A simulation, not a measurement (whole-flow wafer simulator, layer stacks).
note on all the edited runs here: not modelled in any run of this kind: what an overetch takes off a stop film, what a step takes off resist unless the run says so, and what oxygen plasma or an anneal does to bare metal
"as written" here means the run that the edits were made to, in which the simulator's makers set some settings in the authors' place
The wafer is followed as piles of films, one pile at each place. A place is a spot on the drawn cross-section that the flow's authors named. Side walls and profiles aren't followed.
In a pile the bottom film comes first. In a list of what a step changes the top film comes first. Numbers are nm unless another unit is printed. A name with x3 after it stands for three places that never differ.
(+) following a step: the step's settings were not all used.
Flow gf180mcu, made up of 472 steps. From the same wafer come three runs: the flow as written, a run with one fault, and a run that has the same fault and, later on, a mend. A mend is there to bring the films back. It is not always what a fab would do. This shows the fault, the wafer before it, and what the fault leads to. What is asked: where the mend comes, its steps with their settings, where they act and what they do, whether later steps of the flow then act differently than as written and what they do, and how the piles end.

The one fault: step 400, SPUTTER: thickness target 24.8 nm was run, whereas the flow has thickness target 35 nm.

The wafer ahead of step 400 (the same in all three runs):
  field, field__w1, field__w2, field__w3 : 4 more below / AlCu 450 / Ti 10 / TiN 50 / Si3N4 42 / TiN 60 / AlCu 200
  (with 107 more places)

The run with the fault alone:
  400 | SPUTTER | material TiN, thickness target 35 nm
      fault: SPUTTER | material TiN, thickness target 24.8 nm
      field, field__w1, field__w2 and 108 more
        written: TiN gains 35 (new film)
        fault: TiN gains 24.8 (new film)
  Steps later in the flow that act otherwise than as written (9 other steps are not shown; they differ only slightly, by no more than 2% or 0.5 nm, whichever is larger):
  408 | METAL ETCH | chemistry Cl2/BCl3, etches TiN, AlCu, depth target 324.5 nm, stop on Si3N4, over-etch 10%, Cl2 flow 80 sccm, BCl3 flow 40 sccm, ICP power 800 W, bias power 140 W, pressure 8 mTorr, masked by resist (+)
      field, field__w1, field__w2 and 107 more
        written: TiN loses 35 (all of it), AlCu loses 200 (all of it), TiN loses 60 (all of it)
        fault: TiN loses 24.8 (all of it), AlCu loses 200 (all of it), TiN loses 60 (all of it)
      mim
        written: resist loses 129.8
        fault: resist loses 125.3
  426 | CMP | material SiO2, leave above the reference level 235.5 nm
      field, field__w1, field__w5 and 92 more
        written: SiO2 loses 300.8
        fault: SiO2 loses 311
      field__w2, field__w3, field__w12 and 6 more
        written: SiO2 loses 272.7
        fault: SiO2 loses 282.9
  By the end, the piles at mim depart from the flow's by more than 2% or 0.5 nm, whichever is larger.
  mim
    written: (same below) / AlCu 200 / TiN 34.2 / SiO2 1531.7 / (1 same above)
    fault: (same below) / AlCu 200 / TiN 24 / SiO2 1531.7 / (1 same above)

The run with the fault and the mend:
  The mend stands after step 400.
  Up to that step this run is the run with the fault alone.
  400a | SPUTTER | material TiN, thickness target 10.2 nm (a further turn of the flow's step 400, with different settings)
      field, field__w1, field__w2 and 108 more
        TiN gains 10.2
  Later steps of the flow that are run all act as written at every place that is followed.
  At every place that both follow, the piles at the end match the flow's.
